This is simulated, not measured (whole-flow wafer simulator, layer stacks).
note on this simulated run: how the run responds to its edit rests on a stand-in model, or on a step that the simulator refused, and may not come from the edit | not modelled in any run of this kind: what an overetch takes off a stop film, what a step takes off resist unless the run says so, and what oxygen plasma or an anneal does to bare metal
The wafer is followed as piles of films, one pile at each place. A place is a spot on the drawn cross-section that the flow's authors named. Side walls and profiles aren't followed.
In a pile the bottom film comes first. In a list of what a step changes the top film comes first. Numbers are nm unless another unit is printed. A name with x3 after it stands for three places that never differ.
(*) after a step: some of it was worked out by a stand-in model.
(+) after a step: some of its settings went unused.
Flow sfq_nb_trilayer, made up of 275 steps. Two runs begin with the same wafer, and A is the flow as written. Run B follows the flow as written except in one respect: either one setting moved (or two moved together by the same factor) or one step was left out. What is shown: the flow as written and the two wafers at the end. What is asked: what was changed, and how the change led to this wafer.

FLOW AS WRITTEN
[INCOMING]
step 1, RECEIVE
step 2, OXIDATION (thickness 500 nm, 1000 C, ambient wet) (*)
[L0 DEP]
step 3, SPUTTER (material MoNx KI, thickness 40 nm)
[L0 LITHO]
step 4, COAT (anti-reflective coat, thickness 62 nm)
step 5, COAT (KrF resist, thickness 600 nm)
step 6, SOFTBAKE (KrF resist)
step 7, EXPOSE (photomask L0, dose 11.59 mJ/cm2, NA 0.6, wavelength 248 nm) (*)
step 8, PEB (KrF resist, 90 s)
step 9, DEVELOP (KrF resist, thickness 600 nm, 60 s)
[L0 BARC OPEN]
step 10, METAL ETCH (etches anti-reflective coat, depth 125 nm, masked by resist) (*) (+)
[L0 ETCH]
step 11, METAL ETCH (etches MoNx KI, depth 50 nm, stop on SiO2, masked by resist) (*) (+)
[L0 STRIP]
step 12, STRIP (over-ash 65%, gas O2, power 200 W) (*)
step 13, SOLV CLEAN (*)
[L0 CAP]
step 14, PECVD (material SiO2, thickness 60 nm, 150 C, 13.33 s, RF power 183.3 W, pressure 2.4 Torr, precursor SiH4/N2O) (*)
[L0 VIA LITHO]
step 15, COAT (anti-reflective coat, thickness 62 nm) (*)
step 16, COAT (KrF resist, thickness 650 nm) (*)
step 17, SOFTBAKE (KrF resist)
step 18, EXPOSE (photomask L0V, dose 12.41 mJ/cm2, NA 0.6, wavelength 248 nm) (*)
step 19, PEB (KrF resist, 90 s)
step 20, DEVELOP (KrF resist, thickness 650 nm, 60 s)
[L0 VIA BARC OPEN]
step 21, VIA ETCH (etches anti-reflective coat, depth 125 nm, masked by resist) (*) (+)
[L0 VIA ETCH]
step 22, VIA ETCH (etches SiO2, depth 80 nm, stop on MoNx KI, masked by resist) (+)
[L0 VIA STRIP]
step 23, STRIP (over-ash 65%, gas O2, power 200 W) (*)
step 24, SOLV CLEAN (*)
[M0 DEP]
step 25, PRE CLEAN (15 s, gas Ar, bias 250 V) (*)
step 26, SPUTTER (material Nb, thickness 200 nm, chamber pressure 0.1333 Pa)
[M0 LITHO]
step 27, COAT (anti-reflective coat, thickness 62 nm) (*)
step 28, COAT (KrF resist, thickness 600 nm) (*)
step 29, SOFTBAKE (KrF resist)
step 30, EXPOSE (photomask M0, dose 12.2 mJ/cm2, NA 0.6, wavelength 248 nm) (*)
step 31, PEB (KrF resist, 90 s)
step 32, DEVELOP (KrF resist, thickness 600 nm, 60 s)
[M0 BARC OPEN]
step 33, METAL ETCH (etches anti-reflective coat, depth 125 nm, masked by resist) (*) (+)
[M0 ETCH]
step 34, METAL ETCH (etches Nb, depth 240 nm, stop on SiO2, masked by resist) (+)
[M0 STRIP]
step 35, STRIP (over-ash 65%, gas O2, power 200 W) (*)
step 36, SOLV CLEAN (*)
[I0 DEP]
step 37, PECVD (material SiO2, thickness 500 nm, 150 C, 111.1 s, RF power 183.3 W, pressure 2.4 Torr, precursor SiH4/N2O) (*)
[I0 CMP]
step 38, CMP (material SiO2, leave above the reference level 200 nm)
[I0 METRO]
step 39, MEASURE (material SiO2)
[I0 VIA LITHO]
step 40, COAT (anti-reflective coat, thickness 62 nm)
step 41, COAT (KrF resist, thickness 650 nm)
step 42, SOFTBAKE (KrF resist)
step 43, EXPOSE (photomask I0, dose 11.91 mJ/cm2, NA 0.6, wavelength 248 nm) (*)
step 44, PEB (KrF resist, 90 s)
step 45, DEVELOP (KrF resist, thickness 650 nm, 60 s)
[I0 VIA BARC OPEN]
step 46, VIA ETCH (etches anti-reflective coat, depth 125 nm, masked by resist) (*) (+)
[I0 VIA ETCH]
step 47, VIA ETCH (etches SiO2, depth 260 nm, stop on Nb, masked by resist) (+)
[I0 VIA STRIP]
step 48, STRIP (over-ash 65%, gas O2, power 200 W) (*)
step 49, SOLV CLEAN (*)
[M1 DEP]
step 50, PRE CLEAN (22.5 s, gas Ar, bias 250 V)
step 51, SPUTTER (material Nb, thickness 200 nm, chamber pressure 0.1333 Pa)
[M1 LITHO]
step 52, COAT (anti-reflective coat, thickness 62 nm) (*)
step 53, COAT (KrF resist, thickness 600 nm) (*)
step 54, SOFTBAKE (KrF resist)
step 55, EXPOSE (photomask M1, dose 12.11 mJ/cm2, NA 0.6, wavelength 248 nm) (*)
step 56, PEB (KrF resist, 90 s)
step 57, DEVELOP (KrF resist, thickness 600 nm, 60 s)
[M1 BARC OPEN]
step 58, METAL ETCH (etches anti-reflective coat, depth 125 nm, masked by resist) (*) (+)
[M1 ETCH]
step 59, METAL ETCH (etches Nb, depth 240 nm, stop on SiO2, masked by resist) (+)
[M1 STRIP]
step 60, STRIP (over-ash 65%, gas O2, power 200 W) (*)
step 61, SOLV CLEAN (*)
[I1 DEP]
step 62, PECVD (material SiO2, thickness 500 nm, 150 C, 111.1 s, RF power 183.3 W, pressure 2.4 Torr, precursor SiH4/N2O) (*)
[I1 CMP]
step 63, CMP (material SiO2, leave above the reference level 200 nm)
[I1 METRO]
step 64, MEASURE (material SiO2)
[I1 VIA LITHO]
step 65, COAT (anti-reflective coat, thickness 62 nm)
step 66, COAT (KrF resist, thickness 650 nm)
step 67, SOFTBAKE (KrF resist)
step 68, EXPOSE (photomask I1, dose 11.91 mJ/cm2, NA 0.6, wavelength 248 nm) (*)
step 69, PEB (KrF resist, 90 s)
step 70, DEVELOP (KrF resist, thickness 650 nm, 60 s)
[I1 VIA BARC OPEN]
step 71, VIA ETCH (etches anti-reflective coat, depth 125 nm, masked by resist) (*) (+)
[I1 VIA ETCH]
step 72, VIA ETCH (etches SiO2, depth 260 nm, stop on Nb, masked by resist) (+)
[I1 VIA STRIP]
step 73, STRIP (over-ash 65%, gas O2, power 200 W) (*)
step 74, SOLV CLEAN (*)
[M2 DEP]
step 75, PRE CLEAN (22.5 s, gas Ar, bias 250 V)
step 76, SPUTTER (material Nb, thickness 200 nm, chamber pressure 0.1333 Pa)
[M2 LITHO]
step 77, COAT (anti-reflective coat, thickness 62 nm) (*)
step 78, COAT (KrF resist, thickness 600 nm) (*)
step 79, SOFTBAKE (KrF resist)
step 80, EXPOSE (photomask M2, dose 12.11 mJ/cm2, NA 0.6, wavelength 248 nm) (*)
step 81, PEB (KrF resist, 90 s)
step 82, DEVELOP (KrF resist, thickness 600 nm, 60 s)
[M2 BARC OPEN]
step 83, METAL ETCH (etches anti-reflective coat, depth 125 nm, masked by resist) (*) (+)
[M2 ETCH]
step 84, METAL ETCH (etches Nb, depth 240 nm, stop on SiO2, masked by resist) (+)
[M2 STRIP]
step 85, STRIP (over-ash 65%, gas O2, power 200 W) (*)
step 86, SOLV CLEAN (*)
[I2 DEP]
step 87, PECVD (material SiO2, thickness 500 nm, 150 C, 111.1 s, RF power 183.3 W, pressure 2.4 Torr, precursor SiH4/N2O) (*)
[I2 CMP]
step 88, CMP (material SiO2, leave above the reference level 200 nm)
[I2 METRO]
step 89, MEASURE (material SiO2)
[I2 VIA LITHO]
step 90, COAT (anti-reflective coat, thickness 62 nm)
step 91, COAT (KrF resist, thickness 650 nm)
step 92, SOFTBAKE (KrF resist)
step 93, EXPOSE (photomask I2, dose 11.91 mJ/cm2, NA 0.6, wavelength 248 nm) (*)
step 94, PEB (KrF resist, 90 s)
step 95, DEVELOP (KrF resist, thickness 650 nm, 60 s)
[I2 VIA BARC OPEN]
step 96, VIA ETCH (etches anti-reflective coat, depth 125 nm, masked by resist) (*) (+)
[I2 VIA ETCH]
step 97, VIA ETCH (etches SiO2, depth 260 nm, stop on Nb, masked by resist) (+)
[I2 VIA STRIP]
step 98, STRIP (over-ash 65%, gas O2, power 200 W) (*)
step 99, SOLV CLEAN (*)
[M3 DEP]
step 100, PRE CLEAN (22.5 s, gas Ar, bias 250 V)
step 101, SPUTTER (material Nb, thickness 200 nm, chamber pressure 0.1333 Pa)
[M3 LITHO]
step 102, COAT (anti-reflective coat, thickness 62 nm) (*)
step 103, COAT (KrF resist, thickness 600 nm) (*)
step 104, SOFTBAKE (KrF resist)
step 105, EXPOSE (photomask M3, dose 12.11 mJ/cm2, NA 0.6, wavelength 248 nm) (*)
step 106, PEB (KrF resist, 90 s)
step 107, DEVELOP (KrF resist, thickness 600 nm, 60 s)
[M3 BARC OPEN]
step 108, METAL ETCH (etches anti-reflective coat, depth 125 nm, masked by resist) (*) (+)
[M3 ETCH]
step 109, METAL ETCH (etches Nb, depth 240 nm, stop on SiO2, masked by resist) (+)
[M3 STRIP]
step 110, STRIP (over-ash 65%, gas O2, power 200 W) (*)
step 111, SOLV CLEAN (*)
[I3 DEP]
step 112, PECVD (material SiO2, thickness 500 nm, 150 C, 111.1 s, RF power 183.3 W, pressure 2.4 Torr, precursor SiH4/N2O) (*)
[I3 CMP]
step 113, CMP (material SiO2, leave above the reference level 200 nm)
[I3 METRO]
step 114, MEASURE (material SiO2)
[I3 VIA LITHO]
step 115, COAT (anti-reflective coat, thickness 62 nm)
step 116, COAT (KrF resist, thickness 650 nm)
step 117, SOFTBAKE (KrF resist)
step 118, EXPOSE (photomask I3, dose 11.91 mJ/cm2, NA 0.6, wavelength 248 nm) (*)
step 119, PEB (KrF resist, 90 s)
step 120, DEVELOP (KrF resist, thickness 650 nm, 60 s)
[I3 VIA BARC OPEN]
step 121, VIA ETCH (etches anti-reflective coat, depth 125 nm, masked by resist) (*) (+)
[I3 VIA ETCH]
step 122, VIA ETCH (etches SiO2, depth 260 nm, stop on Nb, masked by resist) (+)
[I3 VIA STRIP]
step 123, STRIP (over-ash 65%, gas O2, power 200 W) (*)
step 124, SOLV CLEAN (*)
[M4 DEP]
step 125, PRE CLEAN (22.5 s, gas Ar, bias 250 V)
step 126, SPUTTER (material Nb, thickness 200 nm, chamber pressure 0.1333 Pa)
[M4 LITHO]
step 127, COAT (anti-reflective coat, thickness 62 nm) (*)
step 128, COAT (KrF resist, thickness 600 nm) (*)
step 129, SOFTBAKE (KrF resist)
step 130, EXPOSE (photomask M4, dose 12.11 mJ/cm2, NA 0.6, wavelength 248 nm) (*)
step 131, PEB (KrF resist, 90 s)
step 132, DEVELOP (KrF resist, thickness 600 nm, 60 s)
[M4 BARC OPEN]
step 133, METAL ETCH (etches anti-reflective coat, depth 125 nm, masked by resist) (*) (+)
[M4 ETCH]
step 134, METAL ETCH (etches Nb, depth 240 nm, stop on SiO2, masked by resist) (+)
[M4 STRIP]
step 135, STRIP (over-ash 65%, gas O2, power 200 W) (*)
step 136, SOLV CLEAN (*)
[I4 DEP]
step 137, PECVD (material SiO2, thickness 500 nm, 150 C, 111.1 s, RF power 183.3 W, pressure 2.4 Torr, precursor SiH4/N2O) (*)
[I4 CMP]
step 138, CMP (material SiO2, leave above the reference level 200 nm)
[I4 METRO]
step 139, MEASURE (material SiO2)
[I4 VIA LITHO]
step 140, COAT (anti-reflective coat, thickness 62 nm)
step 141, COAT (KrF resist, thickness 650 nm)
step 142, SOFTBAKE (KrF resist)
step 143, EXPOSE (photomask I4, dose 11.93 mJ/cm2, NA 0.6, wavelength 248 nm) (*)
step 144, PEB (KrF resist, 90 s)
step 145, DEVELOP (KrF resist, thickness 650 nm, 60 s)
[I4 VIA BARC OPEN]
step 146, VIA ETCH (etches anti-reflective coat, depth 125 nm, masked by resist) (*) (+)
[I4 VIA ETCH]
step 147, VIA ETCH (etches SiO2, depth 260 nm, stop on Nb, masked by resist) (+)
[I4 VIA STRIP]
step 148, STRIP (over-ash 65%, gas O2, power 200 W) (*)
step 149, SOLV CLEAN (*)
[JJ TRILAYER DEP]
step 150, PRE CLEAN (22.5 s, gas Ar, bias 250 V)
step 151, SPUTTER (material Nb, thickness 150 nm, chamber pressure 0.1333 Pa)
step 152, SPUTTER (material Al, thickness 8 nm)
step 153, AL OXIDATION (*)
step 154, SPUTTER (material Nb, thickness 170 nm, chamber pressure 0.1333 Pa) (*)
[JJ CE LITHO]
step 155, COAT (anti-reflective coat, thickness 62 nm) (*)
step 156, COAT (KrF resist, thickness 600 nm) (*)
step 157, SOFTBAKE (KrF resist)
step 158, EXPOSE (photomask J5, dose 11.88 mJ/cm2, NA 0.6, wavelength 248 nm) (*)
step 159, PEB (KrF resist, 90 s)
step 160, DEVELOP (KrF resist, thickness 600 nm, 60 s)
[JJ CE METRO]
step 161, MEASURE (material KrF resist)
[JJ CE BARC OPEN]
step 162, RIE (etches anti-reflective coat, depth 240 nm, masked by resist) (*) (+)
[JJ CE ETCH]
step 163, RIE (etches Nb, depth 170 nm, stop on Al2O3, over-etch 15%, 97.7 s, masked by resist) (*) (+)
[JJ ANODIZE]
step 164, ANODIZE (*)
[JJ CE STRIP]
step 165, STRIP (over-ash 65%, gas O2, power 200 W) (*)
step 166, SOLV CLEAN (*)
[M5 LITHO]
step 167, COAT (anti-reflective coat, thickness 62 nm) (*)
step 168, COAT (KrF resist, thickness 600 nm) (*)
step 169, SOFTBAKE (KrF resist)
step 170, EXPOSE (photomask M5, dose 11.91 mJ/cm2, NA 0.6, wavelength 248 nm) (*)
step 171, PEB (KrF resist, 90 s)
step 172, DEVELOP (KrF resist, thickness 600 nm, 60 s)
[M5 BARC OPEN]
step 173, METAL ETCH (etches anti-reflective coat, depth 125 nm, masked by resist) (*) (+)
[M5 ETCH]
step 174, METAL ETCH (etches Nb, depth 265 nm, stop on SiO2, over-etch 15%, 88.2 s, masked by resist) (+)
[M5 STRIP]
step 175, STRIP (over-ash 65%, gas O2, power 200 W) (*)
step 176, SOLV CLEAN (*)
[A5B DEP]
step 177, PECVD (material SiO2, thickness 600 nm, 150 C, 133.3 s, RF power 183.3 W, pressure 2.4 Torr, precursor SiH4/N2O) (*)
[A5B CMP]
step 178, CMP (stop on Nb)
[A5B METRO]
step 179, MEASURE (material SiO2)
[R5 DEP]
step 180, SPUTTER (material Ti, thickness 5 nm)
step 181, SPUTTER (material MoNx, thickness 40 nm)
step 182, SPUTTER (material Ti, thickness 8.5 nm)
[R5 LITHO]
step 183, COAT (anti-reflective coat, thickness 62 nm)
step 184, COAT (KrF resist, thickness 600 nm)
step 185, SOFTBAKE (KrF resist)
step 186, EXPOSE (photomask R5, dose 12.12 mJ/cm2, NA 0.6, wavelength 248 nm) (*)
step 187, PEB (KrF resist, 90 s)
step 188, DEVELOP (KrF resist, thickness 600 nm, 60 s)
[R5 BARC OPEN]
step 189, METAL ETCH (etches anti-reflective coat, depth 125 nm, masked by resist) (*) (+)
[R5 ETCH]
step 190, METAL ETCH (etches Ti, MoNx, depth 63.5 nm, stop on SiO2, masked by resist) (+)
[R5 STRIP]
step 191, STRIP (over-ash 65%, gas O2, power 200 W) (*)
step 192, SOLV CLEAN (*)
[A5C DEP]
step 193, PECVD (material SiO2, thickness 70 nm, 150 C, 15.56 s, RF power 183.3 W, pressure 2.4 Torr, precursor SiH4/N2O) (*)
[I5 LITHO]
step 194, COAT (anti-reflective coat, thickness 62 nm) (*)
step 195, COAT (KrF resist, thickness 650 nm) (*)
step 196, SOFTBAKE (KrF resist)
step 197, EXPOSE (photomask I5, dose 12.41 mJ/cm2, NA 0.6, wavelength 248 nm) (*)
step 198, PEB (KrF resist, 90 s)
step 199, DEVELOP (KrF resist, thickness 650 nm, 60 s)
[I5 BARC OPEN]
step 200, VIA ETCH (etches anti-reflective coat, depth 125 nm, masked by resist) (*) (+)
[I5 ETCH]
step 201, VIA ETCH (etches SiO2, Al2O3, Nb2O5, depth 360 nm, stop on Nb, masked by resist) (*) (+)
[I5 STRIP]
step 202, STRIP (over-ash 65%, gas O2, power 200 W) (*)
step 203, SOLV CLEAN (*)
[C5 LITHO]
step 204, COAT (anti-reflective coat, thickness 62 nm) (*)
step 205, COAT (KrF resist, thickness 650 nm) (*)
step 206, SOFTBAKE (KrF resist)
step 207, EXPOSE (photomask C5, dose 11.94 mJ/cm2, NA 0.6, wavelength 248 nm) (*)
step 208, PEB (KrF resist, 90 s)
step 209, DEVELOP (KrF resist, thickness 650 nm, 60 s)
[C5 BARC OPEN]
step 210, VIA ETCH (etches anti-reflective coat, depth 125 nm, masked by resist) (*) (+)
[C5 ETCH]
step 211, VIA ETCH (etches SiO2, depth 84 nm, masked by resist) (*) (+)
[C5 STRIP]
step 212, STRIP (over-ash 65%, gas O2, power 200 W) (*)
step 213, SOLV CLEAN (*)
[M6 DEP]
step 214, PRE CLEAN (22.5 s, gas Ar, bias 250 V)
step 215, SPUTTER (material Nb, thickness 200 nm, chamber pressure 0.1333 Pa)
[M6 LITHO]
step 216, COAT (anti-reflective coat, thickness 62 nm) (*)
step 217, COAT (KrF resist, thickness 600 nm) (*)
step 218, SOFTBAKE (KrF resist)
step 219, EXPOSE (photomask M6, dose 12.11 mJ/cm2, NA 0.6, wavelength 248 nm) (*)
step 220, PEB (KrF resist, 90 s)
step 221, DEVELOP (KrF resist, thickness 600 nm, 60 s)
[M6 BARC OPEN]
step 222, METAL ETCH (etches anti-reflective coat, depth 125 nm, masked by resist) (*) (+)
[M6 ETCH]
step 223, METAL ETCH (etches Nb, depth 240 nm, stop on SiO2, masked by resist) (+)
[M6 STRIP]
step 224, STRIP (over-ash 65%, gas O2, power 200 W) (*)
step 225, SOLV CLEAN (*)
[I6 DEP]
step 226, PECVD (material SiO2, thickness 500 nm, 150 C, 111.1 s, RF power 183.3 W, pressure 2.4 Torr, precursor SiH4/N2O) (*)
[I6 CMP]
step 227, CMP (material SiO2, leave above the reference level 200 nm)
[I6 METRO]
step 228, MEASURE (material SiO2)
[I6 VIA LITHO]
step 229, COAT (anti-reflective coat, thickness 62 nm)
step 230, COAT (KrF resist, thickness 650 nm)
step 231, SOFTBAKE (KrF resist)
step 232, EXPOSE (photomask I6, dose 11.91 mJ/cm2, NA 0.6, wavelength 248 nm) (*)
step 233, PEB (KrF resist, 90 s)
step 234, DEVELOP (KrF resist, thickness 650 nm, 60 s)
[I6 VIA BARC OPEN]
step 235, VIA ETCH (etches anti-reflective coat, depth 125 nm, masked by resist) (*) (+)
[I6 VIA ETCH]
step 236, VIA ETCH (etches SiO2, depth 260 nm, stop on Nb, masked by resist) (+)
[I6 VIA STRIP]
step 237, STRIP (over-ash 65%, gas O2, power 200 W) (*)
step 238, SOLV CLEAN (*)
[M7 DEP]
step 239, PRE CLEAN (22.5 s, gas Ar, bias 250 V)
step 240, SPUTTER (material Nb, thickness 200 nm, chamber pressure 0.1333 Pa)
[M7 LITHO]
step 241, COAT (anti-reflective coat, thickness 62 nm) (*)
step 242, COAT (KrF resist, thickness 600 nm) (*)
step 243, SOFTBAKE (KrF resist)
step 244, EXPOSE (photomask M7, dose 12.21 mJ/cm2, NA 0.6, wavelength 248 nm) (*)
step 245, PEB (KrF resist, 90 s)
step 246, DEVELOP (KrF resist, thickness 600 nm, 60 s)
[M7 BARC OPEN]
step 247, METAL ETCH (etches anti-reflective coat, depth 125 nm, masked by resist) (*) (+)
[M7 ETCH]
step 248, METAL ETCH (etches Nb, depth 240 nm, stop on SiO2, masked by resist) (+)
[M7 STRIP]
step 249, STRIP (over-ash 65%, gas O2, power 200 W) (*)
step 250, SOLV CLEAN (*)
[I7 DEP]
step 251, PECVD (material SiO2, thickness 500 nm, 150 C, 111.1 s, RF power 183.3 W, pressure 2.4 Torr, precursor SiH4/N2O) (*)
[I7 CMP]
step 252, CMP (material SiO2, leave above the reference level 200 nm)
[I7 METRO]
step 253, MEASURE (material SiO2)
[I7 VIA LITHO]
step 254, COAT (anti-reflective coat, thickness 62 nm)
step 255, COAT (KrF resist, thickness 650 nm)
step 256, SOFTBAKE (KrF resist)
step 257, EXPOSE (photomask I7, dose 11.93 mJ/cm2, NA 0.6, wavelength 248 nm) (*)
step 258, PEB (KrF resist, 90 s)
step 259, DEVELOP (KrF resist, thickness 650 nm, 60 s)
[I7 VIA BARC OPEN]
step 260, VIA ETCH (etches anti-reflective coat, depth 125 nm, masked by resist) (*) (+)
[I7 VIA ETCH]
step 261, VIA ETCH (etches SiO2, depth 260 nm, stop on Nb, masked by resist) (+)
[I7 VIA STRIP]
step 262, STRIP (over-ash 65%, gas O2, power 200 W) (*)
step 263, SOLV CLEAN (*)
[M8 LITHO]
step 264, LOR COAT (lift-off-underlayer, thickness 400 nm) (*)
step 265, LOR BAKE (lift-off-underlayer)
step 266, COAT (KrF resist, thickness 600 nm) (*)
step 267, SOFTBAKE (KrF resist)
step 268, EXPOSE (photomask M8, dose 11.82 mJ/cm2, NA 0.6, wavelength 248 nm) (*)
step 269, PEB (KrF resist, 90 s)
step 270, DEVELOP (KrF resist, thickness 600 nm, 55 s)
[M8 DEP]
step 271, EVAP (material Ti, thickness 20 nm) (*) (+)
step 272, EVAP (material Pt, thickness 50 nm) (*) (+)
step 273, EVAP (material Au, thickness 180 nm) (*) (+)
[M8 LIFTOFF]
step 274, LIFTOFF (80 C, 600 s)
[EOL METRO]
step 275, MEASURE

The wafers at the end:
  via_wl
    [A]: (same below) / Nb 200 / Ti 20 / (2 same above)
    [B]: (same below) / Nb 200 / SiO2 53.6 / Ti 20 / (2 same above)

What caused this: step 261, VIA ETCH: depth 146.2 nm was run, though the flow has depth 260 nm.

Step by step, how the change led to this:
  step 261, VIA ETCH (etches SiO2, depth 260 nm, stop on Nb, masked by resist) (+)
      via_wl, via_w, via_wr: A SiO2 loses 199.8 (all of it) | B SiO2 loses 146.2
      field_l, v_sur, via_sp and 100 more: A KrF resist loses 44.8 | B KrF resist loses 25.2
  step 262, STRIP (over-ash 65%, gas O2, power 200 W) (*)
      field_l, v_sur, via_sp and 100 more: A KrF resist loses 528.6 (all of it), anti-reflective coat loses 62 (all of it) | B KrF resist loses 548.2 (all of it), anti-reflective coat loses 62 (all of it)
  step 264, LOR COAT (lift-off-underlayer, thickness 400 nm) (*)
      via_wl, via_wr: A lift-off-underlayer gains 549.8 (new film) | B lift-off-underlayer gains 509.6 (new film)
      v_sur: A lift-off-underlayer gains 369.4 (new film) | B lift-off-underlayer gains 377.6 (new film)
      (also at 1 further place)
  step 270, DEVELOP (KrF resist, thickness 600 nm, 55 s)
      v_sur: A KrF resist loses 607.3 (all of it), lift-off-underlayer loses 369.4 (all of it) | B KrF resist loses 605 (all of it), lift-off-underlayer loses 377.6 (all of it)
      via_wl: A KrF resist loses 623.9 (all of it), lift-off-underlayer loses 549.8 (all of it) | B KrF resist loses 617.1 (all of it), lift-off-underlayer loses 509.6 (all of it)
      (also at 2 further places)
With metal films that touch counted as one body, via_wl has 8 bodies (between them, from the top down: SiO2 53.6; SiO2 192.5; SiO2 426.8 / Al2O3 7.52 / Nb2O5 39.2; SiO2 192.5; SiO2 192.5; SiO2 192.5; SiO2 192.5); the flow as written gives 7 bodies (between them, from the top down: SiO2 192.5; SiO2 426.8 / Al2O3 7.52 / Nb2O5 39.2; SiO2 192.5; SiO2 192.5; SiO2 192.5; SiO2 192.5).
